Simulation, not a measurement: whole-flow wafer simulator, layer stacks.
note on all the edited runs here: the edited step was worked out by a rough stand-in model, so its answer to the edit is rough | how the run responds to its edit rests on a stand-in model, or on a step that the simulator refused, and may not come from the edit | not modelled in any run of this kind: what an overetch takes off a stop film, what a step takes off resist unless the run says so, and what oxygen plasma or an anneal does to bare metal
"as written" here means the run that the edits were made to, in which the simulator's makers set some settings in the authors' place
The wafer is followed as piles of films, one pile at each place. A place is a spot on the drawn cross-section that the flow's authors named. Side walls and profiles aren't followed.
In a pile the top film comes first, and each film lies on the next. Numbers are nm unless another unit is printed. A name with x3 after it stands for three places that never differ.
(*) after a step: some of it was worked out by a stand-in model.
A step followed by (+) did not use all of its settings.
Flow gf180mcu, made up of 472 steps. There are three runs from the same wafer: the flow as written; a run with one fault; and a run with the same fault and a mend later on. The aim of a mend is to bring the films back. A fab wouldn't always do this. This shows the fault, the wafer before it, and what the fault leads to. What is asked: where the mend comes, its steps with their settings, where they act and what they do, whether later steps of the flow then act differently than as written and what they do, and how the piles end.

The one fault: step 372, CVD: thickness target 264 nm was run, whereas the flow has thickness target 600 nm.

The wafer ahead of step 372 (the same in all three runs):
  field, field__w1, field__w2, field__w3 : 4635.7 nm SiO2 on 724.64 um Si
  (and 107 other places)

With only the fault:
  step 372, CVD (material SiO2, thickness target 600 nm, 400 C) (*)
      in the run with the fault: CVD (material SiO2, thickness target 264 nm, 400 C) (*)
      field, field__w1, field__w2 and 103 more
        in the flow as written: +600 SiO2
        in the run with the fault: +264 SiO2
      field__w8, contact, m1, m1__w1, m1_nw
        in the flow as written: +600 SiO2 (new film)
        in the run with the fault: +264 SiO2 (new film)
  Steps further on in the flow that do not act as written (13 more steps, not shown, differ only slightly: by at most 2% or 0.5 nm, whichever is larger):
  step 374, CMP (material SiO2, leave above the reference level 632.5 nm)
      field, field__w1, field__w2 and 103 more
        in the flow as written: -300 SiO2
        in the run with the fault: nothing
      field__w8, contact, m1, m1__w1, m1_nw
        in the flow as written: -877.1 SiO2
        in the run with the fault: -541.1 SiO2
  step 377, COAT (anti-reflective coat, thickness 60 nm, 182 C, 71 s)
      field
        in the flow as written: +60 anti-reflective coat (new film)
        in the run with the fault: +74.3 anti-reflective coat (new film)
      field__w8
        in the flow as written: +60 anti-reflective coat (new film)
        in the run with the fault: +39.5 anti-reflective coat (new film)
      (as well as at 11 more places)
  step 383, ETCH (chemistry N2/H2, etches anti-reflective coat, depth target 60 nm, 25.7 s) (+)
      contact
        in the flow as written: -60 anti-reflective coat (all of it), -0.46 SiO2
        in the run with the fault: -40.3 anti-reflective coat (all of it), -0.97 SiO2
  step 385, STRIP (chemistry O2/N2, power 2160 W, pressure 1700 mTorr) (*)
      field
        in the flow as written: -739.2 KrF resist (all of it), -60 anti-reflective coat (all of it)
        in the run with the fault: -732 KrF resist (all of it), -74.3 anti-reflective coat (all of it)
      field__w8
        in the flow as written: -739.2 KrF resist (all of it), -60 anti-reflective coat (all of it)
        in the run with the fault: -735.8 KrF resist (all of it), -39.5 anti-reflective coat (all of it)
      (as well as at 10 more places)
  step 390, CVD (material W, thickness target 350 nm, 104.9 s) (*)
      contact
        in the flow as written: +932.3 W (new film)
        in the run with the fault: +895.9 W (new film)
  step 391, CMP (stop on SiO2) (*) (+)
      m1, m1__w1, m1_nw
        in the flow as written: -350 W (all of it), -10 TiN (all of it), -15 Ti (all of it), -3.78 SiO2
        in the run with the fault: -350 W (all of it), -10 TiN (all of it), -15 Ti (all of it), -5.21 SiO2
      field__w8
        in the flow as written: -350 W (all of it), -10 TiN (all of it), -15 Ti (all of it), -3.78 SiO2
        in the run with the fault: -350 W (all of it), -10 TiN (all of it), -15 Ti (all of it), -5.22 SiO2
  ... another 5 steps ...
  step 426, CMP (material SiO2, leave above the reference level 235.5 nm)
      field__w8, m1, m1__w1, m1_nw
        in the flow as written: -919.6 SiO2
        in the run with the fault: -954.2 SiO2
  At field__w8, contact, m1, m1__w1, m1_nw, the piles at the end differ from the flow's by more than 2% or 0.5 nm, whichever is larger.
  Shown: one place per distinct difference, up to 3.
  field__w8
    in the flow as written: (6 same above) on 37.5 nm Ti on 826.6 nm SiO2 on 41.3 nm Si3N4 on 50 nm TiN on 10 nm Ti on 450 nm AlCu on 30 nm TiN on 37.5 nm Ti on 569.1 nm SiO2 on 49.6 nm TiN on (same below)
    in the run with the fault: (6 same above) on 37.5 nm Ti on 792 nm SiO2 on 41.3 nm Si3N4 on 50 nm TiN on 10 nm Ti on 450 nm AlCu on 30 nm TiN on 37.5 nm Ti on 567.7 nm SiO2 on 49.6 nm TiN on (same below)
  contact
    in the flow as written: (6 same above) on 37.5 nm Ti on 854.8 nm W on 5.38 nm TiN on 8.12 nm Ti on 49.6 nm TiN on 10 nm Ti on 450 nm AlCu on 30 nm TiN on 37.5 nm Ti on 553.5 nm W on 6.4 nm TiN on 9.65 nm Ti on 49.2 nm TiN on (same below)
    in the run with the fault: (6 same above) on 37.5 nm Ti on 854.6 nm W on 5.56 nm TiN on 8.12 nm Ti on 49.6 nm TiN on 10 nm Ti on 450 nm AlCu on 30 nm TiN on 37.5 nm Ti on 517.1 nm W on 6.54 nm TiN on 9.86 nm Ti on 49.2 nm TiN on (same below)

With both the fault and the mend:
  The mend follows step 372.
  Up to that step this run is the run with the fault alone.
  step 372a, CVD (material SiO2, thickness target 336 nm, 400 C) (*) (a further turn of the flow's step 372, with different settings)
      field, field__w1, field__w2 and 108 more
        +336 SiO2
  Every later step of the flow that is run acts as written at every place that is followed.
  The piles end the same as the flow's at every place that both follow.
